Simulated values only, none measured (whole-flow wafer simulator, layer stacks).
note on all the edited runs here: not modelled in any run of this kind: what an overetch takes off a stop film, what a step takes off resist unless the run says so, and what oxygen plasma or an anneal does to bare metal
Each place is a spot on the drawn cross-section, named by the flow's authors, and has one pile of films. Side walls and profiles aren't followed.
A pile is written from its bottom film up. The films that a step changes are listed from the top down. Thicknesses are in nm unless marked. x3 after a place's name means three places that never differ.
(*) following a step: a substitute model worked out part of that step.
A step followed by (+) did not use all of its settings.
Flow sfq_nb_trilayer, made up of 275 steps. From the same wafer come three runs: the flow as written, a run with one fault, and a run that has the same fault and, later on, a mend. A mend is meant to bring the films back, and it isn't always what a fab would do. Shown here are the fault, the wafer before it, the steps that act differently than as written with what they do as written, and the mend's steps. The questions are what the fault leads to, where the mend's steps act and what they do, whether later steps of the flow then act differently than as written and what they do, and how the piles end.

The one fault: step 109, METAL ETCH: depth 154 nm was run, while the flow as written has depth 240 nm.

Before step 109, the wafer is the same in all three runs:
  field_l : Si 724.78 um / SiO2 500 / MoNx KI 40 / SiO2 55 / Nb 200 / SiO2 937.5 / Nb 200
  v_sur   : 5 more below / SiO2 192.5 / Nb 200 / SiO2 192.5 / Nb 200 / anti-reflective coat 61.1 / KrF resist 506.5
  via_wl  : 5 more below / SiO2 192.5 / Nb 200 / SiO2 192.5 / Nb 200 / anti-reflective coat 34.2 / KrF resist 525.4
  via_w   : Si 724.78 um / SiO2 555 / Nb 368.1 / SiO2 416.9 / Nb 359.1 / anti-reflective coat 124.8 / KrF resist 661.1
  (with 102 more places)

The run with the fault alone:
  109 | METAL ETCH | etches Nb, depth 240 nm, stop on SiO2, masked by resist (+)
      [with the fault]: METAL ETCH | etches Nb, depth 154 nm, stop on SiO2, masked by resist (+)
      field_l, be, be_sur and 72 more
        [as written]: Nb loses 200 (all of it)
        [with the fault]: Nb loses 154
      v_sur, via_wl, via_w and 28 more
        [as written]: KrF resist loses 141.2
        [with the fault]: KrF resist loses 90.6
  Steps later in the flow that act otherwise than as written:
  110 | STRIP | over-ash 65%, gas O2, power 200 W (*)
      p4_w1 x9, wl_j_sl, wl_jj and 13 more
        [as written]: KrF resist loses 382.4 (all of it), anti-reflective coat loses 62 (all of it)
        [with the fault]: KrF resist loses 433 (all of it), anti-reflective coat loses 62 (all of it)
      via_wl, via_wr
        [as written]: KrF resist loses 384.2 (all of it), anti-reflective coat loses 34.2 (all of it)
        [with the fault]: KrF resist loses 434.8 (all of it), anti-reflective coat loses 34.2 (all of it)
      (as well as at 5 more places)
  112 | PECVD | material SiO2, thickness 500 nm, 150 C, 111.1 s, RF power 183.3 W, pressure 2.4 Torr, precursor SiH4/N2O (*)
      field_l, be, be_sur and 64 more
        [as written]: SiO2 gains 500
        [with the fault]: SiO2 gains 500 (new film)
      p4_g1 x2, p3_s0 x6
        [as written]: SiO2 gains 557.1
        [with the fault]: SiO2 gains 511.1 (new film)
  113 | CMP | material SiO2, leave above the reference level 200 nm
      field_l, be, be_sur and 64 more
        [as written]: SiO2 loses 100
        [with the fault]: SiO2 loses 146
  At field_l, be, be_sur and 72 more, the piles at the end differ from the flow's by more than 2% or 0.5 nm, whichever is larger.
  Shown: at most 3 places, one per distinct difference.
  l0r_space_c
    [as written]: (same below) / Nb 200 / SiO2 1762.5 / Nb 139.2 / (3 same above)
    [with the fault]: (same below) / Nb 200 / SiO2 977.5 / Nb 46 / SiO2 739 / Nb 139.2 / (3 same above)
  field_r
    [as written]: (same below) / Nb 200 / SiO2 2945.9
    [with the fault]: (same below) / Nb 200 / SiO2 977.5 / Nb 46 / SiO2 1922.4
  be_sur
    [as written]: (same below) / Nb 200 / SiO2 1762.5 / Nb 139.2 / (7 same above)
    [with the fault]: (same below) / Nb 200 / SiO2 977.5 / Nb 46 / SiO2 739 / Nb 139.2 / (7 same above)

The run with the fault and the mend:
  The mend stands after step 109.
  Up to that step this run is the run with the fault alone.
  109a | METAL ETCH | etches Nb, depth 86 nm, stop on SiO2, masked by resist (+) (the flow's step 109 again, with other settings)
      field_l, be, be_sur and 72 more
        Nb loses 46 (all of it)
      v_sur, via_wl, via_w and 28 more
        KrF resist loses 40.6
  Steps later in the flow that act otherwise than as written:
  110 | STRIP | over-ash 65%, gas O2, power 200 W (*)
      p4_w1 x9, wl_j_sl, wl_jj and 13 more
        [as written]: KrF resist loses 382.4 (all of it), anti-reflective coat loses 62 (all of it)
        [with the mend]: KrF resist loses 392.4 (all of it), anti-reflective coat loses 62 (all of it)
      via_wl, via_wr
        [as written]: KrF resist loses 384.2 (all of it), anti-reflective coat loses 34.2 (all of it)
        [with the mend]: KrF resist loses 394.2 (all of it), anti-reflective coat loses 34.2 (all of it)
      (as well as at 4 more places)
  By the end, the piles equal the flow's at every place that both follow.
